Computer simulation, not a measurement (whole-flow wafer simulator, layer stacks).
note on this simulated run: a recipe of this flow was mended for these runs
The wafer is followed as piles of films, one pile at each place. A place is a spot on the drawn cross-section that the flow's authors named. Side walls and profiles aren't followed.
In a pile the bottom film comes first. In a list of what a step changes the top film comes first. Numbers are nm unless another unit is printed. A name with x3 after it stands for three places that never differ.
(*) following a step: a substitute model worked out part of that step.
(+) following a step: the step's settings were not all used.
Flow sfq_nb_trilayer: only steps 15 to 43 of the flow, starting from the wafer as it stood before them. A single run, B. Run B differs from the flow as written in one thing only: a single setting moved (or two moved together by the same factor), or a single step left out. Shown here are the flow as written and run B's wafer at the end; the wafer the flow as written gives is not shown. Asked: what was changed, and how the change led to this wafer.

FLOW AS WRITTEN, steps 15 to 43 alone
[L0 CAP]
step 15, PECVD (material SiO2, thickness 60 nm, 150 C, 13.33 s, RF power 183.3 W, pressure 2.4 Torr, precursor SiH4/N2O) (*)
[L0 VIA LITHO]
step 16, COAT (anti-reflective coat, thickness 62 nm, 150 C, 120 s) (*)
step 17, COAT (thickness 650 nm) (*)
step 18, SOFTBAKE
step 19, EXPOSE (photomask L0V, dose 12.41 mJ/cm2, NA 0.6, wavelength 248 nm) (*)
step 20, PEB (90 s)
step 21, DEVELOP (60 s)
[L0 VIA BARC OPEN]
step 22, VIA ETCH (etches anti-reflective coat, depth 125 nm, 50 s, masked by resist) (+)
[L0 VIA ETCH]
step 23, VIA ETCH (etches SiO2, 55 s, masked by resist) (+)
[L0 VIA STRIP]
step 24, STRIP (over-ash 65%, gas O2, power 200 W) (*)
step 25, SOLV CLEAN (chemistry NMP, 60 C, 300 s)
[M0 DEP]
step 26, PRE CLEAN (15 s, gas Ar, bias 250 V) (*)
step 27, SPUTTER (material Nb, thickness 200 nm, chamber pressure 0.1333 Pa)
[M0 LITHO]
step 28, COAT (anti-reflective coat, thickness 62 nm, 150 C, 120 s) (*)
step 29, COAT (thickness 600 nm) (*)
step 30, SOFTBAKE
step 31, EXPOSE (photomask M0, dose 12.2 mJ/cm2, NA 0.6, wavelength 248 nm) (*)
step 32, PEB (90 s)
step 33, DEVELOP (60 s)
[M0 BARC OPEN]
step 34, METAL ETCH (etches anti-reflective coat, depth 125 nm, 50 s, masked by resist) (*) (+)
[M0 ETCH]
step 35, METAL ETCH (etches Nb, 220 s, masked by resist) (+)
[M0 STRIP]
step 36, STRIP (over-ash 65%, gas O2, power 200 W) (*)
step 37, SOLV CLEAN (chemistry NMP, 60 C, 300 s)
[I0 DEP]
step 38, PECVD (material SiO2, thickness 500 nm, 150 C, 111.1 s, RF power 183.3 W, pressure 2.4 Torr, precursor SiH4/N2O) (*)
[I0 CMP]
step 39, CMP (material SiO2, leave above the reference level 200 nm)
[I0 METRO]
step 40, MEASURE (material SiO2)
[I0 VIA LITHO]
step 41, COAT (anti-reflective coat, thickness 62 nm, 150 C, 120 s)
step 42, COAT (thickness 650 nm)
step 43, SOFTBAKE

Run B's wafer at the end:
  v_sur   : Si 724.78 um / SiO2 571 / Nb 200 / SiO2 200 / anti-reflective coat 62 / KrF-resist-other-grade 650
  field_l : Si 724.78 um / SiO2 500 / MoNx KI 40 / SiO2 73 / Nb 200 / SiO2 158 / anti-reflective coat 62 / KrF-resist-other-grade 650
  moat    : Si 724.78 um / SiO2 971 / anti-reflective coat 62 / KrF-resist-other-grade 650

The reason: step 15, PECVD: thickness 78 nm was run, while the flow as written has thickness 60 nm; step 15, PECVD: 17.33 s was run, where the flow has 13.33 s.

The path from the change to this, step by step:
  step 15, PECVD (material SiO2, thickness 60 nm, 150 C, 13.33 s, RF power 183.3 W, pressure 2.4 Torr, precursor SiH4/N2O) (*)
      v_sur, via_wl, via_w and 97 more: +78 SiO2 (as written it would have been: +60 SiO2)
      field_l, l0_sur, l0v, l0r_line_l, l0r_line_c, l0r_line_r: +78 SiO2 (new film) (as written it would have been: +60 SiO2 (new film))
  step 23, VIA ETCH (etches SiO2, 55 s, masked by resist) (+)
      l0v: -77.7 SiO2 (all of it), -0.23 MoNx KI (as written it would have been: -59.7 SiO2 (all of it), -2.03 MoNx KI)
  step 28, COAT (anti-reflective coat, thickness 62 nm, 150 C, 120 s) (*)
      ln_m6: +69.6 anti-reflective coat (new film) (as written it would have been: +67.9 anti-reflective coat (new film))
      l0_sur: +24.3 anti-reflective coat (new film) (as written it would have been: +29.3 anti-reflective coat (new film))
      (also at 1 further place)
  step 36, STRIP (over-ash 65%, gas O2, power 200 W) (*)
      ln_m6: -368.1 KrF-resist-other-grade (all of it), -69.6 anti-reflective coat (all of it) (as written it would have been: -369.9 KrF-resist-other-grade (all of it), -67.9 anti-reflective coat (all of it))
      l0_sur: -371.9 KrF-resist-other-grade (all of it), -24.3 anti-reflective coat (all of it) (as written it would have been: -370 KrF-resist-other-grade (all of it), -29.3 anti-reflective coat (all of it))
      (also at 1 further place)
  step 39, CMP (material SiO2, leave above the reference level 200 nm)
      l0v: -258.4 SiO2 (as written it would have been: -277.4 SiO2)
